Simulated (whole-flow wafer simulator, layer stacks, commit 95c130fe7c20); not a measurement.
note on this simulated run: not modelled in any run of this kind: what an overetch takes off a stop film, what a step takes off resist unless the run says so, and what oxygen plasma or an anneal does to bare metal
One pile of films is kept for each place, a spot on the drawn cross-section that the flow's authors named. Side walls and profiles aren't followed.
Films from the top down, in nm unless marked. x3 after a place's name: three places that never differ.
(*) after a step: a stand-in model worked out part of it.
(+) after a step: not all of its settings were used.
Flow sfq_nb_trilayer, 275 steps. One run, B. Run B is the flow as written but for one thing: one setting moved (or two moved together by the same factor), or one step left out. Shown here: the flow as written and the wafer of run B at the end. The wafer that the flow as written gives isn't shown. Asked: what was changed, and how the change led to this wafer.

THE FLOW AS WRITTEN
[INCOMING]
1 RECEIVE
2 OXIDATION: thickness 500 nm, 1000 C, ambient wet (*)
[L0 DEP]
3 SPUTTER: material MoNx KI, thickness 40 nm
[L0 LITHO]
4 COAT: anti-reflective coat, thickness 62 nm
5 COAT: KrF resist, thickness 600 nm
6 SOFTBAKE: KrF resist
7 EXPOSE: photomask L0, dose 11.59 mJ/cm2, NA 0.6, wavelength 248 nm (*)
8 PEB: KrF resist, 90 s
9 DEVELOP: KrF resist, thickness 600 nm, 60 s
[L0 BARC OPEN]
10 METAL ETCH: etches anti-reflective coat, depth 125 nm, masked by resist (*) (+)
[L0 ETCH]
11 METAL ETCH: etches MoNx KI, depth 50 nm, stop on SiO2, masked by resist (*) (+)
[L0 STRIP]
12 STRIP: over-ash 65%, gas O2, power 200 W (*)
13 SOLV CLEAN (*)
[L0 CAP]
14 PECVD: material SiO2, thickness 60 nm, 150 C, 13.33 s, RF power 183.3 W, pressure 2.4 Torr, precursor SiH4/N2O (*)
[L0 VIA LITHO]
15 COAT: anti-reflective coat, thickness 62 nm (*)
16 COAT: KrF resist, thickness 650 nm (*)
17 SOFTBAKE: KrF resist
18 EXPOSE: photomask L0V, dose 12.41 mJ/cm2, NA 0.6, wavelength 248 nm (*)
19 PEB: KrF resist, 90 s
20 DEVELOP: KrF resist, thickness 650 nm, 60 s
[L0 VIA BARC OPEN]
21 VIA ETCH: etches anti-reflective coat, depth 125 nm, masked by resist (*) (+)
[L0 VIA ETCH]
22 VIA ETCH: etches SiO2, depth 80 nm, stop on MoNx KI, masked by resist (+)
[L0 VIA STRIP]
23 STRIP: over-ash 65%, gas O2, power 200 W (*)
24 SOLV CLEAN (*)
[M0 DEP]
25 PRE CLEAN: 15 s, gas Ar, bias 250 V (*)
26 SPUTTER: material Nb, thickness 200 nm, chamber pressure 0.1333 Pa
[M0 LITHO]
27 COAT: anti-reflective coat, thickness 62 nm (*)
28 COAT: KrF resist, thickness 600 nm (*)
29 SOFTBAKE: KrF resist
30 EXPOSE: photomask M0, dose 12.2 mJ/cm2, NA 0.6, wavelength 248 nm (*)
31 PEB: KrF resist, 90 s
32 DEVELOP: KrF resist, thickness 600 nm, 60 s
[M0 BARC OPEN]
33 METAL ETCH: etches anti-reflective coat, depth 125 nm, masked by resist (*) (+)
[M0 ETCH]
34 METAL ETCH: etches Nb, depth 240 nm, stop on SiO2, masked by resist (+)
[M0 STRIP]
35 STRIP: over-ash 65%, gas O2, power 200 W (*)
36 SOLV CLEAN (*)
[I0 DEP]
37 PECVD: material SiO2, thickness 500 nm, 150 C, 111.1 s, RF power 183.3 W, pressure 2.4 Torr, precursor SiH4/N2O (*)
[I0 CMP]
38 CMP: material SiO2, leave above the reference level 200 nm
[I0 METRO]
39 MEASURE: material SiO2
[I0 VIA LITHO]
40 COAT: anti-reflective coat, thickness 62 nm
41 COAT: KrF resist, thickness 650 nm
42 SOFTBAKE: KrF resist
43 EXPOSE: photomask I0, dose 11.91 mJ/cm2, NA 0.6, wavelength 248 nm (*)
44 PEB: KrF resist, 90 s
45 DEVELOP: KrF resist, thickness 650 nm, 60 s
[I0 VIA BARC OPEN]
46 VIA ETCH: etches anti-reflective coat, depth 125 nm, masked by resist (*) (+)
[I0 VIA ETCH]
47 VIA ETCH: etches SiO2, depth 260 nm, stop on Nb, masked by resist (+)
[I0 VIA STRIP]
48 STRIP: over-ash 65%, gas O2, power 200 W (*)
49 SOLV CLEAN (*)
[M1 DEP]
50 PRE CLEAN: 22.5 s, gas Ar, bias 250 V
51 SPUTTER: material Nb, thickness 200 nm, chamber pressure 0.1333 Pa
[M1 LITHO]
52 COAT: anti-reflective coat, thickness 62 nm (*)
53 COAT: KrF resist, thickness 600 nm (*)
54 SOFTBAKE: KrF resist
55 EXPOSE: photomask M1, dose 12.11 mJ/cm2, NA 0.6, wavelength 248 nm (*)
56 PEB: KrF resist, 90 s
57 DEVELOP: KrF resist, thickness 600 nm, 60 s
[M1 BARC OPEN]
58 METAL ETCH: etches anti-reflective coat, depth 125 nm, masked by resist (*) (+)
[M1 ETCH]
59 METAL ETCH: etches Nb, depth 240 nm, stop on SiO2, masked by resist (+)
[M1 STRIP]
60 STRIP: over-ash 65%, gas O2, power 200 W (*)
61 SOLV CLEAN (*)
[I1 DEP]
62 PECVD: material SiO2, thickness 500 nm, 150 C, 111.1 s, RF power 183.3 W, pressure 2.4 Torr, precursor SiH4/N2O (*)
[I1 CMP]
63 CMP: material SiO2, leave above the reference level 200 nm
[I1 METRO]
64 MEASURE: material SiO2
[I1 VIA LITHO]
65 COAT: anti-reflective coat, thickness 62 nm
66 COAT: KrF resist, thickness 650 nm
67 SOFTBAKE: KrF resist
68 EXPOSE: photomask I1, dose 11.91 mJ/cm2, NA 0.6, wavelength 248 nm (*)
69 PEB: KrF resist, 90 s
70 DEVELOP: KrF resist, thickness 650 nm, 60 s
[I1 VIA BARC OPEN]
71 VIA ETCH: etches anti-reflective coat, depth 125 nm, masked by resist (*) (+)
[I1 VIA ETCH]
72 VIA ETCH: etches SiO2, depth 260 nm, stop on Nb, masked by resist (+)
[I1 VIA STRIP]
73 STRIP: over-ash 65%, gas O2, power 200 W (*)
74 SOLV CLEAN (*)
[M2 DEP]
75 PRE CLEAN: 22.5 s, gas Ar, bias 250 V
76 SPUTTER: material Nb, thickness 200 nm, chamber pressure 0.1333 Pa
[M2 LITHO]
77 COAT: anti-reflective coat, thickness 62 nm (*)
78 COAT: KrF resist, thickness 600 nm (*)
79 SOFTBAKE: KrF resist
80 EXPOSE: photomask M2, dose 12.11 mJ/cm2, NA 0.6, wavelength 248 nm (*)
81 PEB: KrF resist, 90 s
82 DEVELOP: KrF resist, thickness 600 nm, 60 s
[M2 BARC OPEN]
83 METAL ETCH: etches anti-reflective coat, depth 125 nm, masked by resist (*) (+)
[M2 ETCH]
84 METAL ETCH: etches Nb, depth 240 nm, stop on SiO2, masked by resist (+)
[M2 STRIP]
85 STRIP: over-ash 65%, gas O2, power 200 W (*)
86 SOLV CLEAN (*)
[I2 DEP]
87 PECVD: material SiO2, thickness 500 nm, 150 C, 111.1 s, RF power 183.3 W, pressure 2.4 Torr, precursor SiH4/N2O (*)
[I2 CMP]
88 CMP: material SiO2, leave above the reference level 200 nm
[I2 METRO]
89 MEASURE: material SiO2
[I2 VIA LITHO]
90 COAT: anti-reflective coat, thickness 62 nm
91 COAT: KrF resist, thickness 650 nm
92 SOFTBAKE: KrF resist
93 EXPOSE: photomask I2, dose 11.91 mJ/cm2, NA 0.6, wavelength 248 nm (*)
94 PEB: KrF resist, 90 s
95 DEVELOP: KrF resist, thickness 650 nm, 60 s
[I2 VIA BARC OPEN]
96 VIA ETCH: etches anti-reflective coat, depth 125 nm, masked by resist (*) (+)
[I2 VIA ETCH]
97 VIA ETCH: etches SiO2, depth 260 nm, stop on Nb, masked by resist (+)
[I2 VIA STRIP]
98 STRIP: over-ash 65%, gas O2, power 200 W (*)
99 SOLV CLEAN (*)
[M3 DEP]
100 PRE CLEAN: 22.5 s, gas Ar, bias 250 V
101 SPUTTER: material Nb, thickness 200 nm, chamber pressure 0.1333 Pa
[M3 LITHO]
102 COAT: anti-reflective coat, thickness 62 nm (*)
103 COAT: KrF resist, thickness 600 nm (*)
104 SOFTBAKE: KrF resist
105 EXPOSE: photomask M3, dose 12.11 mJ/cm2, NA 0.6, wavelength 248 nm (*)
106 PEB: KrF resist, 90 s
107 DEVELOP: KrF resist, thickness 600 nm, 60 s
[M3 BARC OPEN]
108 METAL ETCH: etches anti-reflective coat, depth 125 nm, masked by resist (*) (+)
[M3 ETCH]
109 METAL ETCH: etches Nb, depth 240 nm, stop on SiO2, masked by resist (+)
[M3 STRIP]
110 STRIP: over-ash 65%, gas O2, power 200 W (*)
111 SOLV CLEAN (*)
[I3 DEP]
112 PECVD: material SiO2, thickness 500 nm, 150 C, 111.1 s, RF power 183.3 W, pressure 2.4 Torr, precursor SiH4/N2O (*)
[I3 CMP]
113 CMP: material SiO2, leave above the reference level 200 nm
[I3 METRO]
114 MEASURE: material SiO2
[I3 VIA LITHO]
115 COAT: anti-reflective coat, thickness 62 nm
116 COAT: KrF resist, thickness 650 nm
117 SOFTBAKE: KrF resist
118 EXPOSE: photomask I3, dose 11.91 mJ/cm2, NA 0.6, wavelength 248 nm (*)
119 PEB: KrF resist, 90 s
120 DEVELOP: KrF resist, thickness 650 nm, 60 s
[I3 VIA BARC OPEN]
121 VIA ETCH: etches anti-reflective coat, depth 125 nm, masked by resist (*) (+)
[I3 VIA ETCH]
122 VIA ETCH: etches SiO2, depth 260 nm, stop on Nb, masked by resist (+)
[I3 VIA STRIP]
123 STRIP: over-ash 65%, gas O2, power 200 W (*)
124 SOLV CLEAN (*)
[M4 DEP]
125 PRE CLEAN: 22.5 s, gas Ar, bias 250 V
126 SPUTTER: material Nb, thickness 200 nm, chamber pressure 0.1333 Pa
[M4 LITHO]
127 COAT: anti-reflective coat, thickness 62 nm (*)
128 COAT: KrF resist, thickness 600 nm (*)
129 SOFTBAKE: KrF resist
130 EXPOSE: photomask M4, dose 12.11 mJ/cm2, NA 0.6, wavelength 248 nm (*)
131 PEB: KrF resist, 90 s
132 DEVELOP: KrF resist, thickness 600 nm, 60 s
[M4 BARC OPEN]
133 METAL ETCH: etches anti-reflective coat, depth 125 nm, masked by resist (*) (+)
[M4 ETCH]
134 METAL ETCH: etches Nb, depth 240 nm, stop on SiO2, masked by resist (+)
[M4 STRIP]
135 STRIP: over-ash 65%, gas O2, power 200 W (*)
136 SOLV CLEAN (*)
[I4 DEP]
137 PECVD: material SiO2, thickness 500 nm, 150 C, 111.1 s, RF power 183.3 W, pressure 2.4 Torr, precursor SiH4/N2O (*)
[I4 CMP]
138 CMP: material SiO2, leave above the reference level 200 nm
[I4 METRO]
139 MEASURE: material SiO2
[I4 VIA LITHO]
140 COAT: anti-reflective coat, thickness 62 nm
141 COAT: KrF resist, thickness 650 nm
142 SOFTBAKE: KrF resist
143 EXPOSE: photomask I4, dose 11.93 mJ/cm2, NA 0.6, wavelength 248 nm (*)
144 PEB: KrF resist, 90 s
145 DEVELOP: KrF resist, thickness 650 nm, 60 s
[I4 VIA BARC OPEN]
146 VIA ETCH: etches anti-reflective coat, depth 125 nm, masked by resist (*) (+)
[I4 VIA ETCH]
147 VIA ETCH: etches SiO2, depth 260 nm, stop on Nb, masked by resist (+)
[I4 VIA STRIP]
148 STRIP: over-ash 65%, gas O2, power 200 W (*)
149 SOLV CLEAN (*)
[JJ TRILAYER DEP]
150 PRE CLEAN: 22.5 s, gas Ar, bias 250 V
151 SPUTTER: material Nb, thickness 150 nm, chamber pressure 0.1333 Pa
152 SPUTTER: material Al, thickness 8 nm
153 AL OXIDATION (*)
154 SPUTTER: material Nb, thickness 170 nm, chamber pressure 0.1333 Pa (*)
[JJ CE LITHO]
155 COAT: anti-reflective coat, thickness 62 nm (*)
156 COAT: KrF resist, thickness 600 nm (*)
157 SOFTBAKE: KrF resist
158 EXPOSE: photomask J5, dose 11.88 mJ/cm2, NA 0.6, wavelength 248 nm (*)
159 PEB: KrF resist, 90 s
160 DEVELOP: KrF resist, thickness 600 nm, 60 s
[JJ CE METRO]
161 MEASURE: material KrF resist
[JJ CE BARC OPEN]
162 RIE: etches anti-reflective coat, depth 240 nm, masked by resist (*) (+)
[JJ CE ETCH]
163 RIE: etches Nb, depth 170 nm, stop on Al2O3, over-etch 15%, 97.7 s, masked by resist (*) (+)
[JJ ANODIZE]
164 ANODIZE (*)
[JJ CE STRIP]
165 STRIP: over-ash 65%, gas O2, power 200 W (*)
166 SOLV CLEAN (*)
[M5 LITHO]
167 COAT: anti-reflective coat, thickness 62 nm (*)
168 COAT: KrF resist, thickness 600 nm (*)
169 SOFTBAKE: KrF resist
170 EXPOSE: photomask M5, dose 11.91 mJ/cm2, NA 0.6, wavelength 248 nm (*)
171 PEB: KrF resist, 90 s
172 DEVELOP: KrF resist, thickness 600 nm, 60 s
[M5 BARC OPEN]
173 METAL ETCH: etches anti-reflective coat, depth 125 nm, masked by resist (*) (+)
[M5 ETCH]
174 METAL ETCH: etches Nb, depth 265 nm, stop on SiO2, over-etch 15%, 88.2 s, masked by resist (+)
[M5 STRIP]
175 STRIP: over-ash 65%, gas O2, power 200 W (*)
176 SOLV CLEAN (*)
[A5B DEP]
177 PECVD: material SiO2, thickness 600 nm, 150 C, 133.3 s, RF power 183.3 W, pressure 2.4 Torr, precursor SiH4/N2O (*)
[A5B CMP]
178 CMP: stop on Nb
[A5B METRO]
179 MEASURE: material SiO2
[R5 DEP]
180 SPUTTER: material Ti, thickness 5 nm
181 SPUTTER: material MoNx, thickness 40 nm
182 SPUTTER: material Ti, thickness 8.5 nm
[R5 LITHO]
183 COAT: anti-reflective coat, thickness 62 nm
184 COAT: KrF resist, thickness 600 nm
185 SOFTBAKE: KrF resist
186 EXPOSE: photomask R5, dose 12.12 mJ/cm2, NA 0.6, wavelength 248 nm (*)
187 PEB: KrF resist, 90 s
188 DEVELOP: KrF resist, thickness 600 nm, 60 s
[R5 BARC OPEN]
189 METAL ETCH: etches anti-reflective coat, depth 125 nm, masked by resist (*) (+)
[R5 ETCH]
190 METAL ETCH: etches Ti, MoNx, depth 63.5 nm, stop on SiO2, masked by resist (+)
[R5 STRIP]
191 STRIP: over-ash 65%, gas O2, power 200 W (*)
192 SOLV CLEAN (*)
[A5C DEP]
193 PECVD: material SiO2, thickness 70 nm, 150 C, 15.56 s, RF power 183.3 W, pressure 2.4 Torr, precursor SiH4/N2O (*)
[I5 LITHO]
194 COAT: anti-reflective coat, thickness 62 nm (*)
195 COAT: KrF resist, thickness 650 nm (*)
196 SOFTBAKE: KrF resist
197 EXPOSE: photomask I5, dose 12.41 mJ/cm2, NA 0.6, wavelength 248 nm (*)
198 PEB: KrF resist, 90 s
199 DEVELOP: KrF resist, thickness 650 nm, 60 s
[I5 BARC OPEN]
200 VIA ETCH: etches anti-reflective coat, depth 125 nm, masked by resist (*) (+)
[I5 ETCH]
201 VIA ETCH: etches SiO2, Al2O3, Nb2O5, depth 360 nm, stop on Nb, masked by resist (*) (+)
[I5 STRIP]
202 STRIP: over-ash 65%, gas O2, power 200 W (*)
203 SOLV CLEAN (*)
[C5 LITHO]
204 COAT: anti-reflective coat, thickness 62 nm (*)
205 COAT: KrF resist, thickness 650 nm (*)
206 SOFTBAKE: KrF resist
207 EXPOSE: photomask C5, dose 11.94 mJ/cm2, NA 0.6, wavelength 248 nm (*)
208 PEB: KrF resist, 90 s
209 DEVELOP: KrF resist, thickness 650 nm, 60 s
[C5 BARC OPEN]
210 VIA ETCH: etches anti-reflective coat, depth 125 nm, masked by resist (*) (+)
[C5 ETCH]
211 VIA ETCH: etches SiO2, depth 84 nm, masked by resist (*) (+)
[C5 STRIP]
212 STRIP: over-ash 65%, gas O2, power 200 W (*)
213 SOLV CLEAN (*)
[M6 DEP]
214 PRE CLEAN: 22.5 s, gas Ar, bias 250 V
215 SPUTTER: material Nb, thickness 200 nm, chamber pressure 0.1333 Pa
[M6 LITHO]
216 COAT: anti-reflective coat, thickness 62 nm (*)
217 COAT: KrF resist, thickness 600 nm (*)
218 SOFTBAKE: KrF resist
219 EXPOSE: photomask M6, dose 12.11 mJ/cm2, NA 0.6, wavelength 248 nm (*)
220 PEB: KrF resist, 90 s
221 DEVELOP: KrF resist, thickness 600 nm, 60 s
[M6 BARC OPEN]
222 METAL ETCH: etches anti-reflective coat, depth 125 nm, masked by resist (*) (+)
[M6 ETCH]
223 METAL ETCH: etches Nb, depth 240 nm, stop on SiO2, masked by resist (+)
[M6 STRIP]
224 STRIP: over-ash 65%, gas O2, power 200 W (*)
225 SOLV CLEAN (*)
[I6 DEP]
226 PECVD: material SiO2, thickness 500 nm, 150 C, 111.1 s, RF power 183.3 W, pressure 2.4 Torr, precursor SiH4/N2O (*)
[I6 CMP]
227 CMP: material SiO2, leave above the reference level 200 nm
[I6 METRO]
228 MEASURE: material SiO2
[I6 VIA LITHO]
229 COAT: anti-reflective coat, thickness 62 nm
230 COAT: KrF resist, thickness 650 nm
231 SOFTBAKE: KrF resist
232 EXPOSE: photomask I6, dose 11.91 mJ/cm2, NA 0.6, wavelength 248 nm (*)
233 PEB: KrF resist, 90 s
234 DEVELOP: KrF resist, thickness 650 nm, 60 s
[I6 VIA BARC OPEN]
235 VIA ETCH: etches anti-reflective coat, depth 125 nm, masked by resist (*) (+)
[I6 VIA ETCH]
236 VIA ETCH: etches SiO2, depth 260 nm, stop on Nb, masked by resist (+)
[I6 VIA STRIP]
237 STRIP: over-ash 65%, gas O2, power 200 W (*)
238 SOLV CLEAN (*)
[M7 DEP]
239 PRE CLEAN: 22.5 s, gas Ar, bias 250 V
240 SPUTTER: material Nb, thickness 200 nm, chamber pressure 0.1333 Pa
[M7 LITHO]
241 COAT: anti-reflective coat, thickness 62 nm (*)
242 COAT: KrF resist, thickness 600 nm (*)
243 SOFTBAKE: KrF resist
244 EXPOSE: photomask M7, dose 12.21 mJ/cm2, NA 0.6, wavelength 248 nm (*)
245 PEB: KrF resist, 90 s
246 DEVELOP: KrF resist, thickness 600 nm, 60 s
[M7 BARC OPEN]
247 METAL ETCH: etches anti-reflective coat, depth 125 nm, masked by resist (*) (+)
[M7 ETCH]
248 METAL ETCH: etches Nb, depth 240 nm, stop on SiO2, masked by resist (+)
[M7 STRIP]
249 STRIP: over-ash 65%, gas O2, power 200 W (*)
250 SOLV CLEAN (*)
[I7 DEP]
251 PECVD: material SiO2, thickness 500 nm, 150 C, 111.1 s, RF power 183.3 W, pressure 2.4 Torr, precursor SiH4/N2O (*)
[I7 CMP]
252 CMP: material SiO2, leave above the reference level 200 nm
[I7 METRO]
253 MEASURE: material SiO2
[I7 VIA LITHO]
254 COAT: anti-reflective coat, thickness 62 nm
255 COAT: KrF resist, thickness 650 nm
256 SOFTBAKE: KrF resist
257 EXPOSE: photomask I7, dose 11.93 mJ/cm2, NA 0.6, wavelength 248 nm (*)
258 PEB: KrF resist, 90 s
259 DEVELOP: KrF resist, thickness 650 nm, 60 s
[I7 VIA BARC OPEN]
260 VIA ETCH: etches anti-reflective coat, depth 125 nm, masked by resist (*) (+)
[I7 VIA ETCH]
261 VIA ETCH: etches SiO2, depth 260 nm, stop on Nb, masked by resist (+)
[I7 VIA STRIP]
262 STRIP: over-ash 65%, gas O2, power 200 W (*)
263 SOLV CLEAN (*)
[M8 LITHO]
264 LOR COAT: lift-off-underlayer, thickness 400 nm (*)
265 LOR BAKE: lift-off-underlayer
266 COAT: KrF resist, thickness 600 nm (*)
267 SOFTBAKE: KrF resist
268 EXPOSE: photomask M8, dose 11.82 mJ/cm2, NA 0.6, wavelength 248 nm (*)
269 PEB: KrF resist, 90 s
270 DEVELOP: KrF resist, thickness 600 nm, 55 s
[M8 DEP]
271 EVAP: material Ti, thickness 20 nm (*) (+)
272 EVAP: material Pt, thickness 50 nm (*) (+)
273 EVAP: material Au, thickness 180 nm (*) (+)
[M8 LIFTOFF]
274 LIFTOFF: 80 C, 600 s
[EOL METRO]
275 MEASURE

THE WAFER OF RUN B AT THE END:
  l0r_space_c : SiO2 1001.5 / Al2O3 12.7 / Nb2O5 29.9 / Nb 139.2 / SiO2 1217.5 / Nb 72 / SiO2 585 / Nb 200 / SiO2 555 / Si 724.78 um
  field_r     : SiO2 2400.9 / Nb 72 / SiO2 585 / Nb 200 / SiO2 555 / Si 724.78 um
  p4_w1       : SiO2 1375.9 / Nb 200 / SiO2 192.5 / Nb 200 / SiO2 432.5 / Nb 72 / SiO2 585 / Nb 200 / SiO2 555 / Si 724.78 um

The cause: step 76, SPUTTER: thickness 312 nm was run, where the flow has thickness 200 nm.

How the change led to this, step by step:
  76 SPUTTER: material Nb, thickness 200 nm, chamber pressure 0.1333 Pa
      field_l, v_sur, via_wl and 102 more: Nb +312 (new film) (as written it would be: Nb +200 (new film))
      via_v: Nb +274.1 (as written it would be: Nb +174.5)
  84 METAL ETCH: etches Nb, depth 240 nm, stop on SiO2, masked by resist (+)
      field_l, be, be_sur and 81 more: Nb -240 (as written it would be: Nb -200 (all of it))
  87 PECVD: material SiO2, thickness 500 nm, 150 C, 111.1 s, RF power 183.3 W, pressure 2.4 Torr, precursor SiH4/N2O (*)
      field_l, be, be_sur and 81 more: SiO2 +500 (new film) (as written it would be: SiO2 +500)
  88 CMP: material SiO2, leave above the reference level 200 nm
      field_l, be, be_sur and 81 more: SiO2 -60 (as written it would be: SiO2 -100)
      via_v: SiO2 -157.1 (as written it would be: SiO2 -181.6)
Counting metal films that touch as one body, l0r_space_c has 3 bodies (between them, from the top down: SiO2 1217.5; SiO2 585); the flow as written gives 2 bodies (between them, from the top down: SiO2 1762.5).
Counting metal films that touch as one body, field_r has 2 bodies (between them, from the top down: SiO2 585); the flow as written gives 1 body.
Counting metal films that touch as one body, p4_w1 has 4 bodies (between them, from the top down: SiO2 192.5; SiO2 432.5; SiO2 585); the flow as written gives 3 bodies (between them, from the top down: SiO2 192.5; SiO2 977.5).
